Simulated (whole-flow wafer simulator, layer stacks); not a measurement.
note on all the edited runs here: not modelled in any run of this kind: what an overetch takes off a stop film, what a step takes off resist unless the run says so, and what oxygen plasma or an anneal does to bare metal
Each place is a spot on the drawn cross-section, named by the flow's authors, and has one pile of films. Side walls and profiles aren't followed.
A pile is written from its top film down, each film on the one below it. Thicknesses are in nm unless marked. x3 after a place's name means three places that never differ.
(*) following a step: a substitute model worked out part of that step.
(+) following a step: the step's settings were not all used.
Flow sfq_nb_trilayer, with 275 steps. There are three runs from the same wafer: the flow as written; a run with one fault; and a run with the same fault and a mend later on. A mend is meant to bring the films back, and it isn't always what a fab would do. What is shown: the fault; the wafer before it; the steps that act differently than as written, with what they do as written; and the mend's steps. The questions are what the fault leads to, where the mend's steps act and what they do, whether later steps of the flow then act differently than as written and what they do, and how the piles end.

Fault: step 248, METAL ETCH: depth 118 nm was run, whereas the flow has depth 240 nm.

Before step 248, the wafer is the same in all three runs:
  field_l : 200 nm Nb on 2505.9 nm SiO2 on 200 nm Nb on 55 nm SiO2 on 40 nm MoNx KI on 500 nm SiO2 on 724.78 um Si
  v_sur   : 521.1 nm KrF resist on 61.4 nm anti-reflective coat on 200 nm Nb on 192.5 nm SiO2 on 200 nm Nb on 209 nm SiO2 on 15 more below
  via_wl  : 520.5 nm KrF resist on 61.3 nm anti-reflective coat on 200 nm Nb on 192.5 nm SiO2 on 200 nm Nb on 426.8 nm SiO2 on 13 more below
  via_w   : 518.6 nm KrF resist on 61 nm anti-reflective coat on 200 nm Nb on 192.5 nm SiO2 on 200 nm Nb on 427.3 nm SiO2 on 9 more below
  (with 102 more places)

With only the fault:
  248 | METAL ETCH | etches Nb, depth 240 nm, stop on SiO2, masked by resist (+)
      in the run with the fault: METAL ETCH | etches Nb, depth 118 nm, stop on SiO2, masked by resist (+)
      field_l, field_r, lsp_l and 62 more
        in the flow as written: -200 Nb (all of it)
        in the run with the fault: -118 Nb
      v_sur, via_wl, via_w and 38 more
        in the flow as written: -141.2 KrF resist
        in the run with the fault: -69.4 KrF resist
  Steps further on in the flow that do not act as written:
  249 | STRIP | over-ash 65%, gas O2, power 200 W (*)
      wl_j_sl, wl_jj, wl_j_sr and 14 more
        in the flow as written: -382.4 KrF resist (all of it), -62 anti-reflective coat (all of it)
        in the run with the fault: -454.1 KrF resist (all of it), -62 anti-reflective coat (all of it)
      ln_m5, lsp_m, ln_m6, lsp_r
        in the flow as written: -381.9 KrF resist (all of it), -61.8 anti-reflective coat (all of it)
        in the run with the fault: -453.7 KrF resist (all of it), -61.8 anti-reflective coat (all of it)
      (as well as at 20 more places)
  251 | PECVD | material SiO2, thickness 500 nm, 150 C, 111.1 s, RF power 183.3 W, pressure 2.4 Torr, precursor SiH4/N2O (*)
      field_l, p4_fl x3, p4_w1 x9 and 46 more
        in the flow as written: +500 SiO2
        in the run with the fault: +500 SiO2 (new film)
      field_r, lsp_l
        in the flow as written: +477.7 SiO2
        in the run with the fault: +486.8 SiO2 (new film)
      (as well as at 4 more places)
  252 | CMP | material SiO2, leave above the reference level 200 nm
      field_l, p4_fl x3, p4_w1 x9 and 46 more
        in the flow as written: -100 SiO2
        in the run with the fault: -182 SiO2
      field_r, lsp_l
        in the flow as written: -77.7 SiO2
        in the run with the fault: -168.8 SiO2
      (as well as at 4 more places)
  At field_l, field_r, lsp_l and 62 more, the piles at the end differ from the flow's by more than 2% or 0.5 nm, whichever is larger.
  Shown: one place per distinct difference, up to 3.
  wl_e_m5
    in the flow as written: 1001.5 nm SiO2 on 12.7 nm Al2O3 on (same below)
    in the run with the fault: 318 nm SiO2 on 82 nm Nb on 601.5 nm SiO2 on 12.7 nm Al2O3 on (same below)
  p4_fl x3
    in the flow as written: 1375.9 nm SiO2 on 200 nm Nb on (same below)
    in the run with the fault: 318 nm SiO2 on 82 nm Nb on 975.9 nm SiO2 on 200 nm Nb on (same below)
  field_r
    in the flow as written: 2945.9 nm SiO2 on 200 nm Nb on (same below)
    in the run with the fault: 318 nm SiO2 on 82 nm Nb on 2545.9 nm SiO2 on 200 nm Nb on (same below)

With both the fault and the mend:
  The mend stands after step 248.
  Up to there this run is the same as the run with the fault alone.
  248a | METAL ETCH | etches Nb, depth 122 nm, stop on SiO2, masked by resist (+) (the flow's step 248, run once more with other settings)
      field_l, field_r, lsp_l and 62 more
        -82 Nb (all of it)
      v_sur, via_wl, via_w and 38 more
        -71.8 KrF resist
  None of the later steps of the flow acts differently than as written at any place that is followed.
  The piles end the same as the flow's at every place that both follow.
